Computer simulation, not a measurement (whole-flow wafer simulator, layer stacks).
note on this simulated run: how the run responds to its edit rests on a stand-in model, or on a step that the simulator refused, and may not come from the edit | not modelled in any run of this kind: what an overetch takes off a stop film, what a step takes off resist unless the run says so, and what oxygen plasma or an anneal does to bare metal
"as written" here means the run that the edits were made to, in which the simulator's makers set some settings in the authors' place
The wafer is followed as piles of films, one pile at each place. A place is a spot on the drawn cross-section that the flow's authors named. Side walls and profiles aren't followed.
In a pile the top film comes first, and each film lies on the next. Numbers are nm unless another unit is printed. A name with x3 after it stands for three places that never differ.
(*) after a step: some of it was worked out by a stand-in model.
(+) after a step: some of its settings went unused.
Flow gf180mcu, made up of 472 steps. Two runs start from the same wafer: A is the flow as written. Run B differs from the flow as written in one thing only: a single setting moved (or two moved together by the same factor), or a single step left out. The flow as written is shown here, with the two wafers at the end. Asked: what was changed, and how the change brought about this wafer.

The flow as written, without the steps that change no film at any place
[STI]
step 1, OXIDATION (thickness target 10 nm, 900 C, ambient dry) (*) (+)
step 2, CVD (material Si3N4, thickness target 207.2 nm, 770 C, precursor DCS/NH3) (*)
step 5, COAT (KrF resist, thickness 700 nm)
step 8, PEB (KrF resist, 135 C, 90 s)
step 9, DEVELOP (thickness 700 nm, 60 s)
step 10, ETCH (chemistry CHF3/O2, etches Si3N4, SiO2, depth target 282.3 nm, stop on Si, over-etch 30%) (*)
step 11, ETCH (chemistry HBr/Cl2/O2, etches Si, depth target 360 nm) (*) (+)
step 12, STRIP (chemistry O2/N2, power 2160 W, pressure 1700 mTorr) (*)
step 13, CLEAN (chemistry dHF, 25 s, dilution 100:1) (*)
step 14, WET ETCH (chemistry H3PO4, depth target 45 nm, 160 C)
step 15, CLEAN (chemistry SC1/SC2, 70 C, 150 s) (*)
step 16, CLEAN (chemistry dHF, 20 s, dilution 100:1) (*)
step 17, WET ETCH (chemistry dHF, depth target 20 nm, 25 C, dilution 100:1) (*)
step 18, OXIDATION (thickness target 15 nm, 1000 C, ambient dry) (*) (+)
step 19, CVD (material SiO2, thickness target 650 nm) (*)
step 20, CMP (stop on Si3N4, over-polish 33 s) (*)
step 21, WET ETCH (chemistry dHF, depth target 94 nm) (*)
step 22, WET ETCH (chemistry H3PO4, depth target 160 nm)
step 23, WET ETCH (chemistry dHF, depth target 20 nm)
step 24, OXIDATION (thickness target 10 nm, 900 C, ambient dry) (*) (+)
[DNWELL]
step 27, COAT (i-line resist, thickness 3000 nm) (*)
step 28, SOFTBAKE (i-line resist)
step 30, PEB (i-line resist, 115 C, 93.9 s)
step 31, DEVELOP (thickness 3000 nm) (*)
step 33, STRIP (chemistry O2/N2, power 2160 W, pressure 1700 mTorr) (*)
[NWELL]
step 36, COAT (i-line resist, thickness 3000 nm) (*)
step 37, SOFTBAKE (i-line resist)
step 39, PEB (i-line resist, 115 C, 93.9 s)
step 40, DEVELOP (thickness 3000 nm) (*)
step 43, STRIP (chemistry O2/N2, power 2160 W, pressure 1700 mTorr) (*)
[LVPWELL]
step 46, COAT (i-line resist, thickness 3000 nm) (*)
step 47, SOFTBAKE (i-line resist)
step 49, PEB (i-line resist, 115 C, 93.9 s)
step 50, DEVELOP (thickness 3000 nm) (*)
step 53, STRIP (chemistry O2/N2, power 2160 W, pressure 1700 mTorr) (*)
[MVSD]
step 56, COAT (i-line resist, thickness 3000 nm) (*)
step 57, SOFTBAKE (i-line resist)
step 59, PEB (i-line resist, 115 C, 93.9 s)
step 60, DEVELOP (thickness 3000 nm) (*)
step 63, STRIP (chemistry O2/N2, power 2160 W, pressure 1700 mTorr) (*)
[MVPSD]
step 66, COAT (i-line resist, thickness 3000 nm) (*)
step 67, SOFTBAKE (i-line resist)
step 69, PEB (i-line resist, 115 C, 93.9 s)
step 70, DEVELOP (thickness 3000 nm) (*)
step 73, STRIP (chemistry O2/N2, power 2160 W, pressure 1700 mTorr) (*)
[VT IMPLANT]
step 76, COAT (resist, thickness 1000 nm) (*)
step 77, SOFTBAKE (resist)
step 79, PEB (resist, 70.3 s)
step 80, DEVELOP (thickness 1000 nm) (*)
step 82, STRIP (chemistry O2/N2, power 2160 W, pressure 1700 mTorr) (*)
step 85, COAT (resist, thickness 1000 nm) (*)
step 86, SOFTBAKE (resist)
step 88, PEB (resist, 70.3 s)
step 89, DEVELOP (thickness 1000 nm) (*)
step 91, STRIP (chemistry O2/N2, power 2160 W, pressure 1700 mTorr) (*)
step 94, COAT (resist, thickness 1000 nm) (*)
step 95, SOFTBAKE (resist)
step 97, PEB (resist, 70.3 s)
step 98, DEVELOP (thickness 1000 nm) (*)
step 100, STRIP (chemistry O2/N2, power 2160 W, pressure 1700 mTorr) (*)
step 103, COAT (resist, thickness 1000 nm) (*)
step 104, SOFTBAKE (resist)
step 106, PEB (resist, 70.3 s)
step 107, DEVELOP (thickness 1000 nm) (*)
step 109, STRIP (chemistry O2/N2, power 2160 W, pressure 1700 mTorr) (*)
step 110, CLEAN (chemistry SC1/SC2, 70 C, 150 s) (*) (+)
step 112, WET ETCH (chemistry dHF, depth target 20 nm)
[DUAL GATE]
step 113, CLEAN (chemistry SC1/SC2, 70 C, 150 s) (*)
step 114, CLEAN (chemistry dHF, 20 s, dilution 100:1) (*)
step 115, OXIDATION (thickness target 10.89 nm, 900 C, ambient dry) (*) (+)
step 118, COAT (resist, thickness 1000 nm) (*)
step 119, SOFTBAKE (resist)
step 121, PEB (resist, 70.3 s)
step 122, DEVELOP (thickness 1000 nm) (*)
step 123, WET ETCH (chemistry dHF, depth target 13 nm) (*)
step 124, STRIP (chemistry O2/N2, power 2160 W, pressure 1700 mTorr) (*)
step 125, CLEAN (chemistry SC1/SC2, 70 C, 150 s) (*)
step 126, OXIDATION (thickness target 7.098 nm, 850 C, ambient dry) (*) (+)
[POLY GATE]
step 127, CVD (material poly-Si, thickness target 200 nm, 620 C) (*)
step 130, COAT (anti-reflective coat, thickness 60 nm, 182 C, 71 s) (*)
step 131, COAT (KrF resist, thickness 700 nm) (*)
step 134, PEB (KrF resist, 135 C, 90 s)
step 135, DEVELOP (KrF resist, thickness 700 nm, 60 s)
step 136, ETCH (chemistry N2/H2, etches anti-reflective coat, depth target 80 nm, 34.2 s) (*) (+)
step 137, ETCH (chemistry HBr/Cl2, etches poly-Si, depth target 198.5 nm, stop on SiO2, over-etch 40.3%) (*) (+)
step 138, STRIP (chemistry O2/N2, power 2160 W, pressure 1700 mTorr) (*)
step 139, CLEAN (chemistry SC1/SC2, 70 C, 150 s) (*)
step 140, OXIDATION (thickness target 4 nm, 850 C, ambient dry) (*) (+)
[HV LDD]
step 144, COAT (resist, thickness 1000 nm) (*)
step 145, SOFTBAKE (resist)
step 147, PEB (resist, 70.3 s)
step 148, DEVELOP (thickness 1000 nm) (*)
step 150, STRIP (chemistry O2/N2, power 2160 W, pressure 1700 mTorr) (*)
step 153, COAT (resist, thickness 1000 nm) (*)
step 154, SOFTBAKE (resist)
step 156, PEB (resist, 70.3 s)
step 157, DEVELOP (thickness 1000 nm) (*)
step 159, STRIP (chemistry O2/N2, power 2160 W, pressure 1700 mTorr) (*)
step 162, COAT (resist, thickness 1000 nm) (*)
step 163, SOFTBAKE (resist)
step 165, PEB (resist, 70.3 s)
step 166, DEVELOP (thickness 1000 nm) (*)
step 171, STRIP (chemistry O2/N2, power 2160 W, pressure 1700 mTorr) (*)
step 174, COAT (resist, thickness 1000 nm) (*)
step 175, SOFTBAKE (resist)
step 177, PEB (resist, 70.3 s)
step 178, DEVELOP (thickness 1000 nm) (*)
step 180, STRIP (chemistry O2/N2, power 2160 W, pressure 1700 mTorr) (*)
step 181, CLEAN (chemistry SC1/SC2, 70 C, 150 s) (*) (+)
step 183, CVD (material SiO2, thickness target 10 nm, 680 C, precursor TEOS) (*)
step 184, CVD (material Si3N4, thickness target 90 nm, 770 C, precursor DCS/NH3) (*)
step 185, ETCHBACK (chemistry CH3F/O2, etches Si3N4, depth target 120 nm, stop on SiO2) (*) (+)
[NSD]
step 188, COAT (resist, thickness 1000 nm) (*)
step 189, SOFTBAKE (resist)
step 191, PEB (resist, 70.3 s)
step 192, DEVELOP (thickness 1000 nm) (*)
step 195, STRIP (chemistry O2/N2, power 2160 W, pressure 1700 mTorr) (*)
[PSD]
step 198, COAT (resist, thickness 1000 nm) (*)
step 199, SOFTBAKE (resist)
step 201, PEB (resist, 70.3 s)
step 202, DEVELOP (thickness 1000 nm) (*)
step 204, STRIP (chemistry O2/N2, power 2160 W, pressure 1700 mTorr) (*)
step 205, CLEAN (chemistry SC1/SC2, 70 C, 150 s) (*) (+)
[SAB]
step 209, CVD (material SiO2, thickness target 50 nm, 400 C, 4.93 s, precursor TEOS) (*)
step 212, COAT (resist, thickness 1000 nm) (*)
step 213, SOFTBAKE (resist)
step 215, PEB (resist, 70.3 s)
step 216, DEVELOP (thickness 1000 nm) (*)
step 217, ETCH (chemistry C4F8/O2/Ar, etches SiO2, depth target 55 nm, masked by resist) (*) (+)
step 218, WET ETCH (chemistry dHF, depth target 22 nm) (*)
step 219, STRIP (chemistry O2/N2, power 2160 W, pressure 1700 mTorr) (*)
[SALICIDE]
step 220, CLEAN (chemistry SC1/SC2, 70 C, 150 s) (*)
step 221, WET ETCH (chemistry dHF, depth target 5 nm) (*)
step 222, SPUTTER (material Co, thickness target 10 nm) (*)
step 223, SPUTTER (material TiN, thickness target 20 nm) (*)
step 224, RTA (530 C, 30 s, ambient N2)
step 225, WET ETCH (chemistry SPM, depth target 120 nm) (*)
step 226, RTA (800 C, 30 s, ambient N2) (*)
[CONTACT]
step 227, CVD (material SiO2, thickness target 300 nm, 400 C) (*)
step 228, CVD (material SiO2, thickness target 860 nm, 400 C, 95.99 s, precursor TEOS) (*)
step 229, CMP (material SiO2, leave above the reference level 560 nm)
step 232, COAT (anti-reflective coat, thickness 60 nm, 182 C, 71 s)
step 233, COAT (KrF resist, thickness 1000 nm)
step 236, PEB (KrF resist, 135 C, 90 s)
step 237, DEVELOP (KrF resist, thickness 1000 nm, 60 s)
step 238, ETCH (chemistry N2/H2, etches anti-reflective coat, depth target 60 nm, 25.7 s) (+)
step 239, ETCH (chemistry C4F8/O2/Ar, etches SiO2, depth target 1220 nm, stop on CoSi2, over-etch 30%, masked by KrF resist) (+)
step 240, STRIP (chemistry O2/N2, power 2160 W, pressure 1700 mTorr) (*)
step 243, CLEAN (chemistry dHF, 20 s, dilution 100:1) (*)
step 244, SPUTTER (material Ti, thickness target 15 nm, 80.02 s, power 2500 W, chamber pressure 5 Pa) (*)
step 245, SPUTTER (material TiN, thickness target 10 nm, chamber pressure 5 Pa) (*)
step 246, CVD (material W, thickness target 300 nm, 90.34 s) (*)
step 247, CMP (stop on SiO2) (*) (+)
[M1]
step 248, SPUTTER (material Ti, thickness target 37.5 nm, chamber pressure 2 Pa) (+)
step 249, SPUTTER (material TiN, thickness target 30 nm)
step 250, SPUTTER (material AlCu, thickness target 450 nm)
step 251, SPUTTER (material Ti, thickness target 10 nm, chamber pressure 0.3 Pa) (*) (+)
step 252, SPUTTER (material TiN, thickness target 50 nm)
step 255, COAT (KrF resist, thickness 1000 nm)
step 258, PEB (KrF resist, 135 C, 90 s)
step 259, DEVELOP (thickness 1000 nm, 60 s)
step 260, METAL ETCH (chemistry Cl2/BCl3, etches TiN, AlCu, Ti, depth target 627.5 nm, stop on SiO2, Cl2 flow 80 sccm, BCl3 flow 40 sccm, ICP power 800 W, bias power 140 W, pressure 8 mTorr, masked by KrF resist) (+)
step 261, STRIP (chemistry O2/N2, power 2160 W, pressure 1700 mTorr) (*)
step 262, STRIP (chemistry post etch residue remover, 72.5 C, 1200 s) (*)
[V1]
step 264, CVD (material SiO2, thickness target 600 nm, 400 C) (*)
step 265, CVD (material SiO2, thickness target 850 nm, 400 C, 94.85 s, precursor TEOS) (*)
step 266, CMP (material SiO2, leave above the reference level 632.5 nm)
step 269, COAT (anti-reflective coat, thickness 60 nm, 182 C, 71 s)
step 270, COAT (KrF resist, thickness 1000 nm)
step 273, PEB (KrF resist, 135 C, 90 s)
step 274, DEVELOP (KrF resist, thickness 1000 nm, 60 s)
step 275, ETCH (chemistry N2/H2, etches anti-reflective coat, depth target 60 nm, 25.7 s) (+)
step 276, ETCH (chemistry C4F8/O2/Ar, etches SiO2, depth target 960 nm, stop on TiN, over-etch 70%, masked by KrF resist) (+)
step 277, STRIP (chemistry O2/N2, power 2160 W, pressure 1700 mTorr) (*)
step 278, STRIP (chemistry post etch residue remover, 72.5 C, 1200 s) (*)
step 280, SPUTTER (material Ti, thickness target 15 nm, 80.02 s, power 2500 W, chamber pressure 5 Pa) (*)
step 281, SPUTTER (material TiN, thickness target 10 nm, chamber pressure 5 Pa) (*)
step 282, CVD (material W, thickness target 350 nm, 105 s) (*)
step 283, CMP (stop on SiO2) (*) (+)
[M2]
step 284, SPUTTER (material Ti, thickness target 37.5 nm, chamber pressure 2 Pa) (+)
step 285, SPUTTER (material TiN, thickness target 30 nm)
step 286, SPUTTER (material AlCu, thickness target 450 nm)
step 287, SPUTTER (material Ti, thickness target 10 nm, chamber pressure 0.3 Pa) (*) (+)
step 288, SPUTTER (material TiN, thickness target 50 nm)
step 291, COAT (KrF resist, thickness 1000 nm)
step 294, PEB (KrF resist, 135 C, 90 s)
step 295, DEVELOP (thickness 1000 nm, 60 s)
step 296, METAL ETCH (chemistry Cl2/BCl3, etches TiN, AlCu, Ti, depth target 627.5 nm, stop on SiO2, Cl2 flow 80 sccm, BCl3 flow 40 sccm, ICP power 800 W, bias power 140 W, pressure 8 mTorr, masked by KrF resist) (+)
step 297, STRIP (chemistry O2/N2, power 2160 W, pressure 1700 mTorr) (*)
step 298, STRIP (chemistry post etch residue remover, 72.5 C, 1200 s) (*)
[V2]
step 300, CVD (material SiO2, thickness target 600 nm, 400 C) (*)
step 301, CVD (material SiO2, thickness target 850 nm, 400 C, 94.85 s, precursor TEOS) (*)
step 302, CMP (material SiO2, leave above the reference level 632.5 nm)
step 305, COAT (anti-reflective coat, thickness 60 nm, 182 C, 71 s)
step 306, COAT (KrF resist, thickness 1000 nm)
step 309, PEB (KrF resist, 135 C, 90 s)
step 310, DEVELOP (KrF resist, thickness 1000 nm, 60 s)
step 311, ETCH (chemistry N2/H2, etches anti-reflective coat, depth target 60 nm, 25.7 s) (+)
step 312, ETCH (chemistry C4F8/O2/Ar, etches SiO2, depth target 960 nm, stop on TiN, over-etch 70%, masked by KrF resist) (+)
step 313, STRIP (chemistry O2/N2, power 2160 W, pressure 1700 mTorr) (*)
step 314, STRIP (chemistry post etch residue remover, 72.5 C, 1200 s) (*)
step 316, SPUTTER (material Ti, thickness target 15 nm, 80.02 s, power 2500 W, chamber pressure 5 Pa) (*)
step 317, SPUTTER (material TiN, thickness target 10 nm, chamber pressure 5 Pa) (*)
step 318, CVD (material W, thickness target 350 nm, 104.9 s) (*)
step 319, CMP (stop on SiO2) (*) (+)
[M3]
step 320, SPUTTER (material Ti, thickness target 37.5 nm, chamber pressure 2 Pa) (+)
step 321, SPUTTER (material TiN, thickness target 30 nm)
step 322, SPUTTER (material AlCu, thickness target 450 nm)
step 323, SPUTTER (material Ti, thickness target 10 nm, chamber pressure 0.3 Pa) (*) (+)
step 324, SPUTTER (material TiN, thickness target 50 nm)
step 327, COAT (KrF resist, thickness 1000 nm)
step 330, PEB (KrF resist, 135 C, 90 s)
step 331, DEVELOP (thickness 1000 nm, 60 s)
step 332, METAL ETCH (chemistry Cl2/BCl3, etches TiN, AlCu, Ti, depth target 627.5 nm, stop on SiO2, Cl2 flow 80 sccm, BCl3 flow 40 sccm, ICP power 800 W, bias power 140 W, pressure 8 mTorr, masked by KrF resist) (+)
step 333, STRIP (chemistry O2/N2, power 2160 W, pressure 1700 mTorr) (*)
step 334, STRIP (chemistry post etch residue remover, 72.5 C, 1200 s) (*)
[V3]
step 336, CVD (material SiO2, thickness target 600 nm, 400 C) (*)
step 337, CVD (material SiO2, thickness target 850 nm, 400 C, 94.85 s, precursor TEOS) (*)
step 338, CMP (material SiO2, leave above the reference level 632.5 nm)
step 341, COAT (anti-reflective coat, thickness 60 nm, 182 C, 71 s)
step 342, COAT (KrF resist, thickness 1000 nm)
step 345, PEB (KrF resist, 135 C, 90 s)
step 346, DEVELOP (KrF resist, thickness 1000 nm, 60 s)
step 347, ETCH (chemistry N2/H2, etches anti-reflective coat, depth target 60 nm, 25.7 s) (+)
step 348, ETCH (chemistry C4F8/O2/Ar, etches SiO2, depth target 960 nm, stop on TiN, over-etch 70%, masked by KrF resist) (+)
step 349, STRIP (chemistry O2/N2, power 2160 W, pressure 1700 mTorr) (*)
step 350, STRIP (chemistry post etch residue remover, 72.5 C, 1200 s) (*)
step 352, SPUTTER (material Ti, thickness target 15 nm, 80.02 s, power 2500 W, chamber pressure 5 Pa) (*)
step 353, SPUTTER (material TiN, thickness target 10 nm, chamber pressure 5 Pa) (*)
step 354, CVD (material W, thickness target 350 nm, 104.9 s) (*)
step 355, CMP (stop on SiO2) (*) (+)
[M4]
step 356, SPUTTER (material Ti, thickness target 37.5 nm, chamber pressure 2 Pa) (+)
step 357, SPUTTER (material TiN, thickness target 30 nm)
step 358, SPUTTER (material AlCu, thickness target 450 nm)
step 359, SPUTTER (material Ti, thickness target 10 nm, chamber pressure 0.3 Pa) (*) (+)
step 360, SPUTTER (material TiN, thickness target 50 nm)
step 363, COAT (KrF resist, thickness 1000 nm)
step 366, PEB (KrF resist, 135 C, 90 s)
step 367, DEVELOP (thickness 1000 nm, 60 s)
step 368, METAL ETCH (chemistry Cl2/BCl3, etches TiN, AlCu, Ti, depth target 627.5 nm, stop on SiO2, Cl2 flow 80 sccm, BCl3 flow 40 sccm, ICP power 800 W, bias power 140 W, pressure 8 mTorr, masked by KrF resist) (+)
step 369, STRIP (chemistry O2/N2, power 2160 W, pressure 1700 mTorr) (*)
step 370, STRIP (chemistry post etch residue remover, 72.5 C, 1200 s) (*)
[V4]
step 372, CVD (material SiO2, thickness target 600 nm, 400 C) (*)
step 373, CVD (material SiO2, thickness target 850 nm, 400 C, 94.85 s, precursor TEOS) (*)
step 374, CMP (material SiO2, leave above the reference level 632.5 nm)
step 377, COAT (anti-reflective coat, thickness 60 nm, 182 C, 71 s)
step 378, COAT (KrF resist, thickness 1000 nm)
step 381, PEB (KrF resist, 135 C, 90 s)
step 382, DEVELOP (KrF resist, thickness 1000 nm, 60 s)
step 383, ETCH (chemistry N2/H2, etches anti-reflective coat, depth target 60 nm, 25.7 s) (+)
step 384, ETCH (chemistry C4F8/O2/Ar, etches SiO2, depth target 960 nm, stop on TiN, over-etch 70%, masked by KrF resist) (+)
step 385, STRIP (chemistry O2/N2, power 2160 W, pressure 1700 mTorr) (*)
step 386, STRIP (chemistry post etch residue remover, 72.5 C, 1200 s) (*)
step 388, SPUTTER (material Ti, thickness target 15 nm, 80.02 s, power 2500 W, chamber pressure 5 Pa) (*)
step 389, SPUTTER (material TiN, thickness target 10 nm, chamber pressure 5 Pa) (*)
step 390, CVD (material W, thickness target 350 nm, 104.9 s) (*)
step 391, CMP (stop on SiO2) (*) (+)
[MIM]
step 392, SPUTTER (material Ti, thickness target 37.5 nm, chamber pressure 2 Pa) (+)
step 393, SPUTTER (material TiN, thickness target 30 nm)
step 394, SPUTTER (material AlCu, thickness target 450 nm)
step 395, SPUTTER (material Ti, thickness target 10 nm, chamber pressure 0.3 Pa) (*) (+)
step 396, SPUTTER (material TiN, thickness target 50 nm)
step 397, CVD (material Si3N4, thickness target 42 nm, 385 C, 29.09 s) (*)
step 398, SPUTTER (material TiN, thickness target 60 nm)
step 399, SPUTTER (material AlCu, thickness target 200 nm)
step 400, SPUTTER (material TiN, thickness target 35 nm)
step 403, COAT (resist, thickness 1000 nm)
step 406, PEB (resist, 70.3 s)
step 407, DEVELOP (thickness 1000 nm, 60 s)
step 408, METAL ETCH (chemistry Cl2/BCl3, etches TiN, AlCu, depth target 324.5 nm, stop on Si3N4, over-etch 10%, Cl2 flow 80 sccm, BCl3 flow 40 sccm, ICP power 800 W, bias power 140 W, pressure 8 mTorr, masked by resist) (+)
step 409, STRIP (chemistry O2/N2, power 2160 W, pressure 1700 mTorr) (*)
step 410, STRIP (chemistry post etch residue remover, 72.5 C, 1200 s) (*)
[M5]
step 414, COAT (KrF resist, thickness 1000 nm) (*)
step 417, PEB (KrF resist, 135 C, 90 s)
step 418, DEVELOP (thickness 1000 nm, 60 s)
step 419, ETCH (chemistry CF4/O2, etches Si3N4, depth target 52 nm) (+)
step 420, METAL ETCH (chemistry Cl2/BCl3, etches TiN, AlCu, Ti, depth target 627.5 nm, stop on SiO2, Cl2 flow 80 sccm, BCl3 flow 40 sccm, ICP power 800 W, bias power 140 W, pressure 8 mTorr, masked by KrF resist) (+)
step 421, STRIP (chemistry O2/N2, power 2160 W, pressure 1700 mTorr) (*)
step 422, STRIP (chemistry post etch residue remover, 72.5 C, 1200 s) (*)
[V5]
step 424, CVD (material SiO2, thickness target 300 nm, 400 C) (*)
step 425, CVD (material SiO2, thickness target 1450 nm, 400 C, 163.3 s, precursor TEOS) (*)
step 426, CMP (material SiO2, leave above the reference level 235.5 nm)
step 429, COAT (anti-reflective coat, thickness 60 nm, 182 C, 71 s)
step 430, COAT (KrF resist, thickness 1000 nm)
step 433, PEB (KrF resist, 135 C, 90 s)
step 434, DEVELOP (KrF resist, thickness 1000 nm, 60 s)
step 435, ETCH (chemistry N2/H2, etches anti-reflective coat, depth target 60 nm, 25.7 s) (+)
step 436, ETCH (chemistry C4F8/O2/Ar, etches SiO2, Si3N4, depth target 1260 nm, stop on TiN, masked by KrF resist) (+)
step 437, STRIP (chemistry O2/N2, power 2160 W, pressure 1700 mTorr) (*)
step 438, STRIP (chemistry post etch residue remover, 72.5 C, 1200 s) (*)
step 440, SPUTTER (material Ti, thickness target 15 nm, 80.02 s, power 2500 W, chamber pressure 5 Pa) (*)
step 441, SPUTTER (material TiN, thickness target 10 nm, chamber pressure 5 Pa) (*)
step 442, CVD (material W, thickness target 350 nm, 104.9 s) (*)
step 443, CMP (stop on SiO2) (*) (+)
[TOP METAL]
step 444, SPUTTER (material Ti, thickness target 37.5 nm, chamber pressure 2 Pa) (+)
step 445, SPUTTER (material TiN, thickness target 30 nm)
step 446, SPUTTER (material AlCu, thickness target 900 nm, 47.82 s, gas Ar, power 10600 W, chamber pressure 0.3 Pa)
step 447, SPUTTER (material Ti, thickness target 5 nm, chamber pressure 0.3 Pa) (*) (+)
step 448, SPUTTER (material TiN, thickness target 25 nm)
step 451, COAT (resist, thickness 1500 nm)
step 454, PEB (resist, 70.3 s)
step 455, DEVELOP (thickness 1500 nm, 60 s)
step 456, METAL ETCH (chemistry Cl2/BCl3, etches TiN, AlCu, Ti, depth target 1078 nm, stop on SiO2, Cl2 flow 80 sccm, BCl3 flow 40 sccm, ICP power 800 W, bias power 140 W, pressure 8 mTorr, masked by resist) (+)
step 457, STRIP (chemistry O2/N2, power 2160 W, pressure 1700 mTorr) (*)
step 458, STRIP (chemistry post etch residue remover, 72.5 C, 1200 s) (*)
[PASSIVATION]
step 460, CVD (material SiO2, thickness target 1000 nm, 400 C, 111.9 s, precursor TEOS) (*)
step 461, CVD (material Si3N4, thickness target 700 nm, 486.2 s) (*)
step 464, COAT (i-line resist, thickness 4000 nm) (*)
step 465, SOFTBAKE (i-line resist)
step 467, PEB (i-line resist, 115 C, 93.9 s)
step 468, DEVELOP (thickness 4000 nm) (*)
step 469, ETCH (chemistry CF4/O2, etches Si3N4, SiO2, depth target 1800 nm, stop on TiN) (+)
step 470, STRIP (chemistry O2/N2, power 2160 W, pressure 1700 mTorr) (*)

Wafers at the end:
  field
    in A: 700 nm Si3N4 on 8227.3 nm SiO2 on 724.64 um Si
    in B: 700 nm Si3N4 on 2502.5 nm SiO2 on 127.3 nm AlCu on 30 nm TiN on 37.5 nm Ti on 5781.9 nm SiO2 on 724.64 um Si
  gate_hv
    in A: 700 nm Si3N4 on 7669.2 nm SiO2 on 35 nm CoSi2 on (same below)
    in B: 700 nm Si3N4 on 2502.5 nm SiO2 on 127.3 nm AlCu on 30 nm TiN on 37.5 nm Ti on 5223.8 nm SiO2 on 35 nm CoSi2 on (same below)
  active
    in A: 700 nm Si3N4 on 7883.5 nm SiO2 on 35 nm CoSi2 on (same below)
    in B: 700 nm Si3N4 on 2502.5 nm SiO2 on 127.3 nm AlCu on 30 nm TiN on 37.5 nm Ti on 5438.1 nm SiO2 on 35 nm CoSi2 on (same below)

The reason: step 394, SPUTTER: thickness target 702 nm was run, whereas the flow has thickness target 450 nm.

Step by step, how the change led to this:
  step 394, SPUTTER (material AlCu, thickness target 450 nm)
      field, field__w1, field__w2 and 108 more: A AlCu gains 450 (new film) | B AlCu gains 702 (new film)
  step 420, METAL ETCH (chemistry Cl2/BCl3, etches TiN, AlCu, Ti, depth target 627.5 nm, stop on SiO2, Cl2 flow 80 sccm, BCl3 flow 40 sccm, ICP power 800 W, bias power 140 W, pressure 8 mTorr, masked by KrF resist) (+)
      field, field__w1, field__w2 and 101 more: A TiN loses 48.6 (all of it), Ti loses 10 (all of it), AlCu loses 450 (all of it), TiN loses 30 (all of it), Ti loses 37.5 (all of it) | B TiN loses 48.6 (all of it), Ti loses 10 (all of it), AlCu loses 568.9
  step 422, STRIP (chemistry post etch residue remover, 72.5 C, 1200 s) (*)
      field, field__w1, field__w2 and 101 more: A nothing | B AlCu loses 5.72
  step 424, CVD (material SiO2, thickness target 300 nm, 400 C) (*)
      field, field__w1, field__w2 and 101 more: A SiO2 gains 300 | B SiO2 gains 300 (new film)
  step 426, CMP (material SiO2, leave above the reference level 235.5 nm)
      field, field__w1, field__w5 and 92 more: A SiO2 loses 300.8 | B SiO2 loses 243.7
      field__w2, field__w3, field__w12 and 6 more: A SiO2 loses 272.7 | B SiO2 loses 212.9
Taking metal films that touch as one body, field has 1 body; the flow as written gives 0 bodies.
Taking metal films that touch as one body, gate_hv has 2 bodies (between them, from the top down: SiO2 5223.8); the flow as written gives 1 body.
Taking metal films that touch as one body, active has 2 bodies (between them, from the top down: SiO2 5438.1); the flow as written gives 1 body.
